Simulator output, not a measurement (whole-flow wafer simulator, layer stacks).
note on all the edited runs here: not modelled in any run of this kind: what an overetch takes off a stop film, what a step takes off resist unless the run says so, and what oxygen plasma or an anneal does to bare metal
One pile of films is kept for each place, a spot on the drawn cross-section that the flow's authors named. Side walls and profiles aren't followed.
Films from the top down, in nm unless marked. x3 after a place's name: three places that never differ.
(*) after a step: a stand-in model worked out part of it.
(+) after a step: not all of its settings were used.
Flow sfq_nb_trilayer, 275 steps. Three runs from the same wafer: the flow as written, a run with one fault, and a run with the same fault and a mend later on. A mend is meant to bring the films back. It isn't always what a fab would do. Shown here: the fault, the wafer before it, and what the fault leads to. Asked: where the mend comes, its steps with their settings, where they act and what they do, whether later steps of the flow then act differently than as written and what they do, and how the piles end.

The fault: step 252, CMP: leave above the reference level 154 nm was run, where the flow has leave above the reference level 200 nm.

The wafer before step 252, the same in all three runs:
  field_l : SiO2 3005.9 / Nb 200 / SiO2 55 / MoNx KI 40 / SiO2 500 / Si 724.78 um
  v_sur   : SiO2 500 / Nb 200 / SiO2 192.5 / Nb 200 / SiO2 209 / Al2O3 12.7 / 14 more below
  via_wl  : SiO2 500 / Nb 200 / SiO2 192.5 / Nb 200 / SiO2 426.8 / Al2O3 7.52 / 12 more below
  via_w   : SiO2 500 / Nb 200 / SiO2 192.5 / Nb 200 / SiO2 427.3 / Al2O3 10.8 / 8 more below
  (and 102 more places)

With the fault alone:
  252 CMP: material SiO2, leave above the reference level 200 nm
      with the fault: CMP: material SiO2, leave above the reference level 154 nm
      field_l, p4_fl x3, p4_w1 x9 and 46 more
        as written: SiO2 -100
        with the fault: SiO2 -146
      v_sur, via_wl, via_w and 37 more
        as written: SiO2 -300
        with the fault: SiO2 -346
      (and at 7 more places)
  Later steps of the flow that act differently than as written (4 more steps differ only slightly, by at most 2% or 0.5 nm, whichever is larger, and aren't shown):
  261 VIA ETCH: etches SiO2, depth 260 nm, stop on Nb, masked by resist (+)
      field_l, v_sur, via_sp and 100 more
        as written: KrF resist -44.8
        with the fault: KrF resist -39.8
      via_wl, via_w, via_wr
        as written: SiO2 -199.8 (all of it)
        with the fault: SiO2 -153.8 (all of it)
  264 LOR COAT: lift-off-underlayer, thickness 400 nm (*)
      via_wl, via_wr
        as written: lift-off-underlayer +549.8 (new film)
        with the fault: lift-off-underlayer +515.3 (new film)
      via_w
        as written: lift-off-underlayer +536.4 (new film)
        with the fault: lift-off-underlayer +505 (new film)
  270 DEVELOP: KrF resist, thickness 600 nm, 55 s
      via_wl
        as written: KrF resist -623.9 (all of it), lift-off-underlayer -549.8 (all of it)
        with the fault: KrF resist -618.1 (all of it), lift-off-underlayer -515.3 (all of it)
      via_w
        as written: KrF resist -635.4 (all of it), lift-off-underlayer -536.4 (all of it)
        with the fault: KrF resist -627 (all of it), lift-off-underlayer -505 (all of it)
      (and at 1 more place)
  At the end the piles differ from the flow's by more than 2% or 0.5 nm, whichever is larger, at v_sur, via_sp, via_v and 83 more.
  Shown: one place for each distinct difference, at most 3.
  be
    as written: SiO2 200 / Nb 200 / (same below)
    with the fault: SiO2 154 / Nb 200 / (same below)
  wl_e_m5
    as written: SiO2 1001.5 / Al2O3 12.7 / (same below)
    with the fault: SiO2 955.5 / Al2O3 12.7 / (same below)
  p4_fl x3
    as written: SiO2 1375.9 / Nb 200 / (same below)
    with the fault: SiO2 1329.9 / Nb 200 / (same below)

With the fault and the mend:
  The mend comes after step 253.
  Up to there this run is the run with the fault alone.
  253a PECVD: material SiO2, thickness 46 nm, 150 C, 10.22 s, RF power 183.3 W, pressure 2.4 Torr, precursor SiH4/N2O (the flow's step 251 once more, with other settings)
      field_l, v_sur, via_wl and 103 more
        SiO2 +46
  No later step of the flow acts differently than as written at any place that is followed.
  At the end the piles are the same as the flow's at every place that both follow.
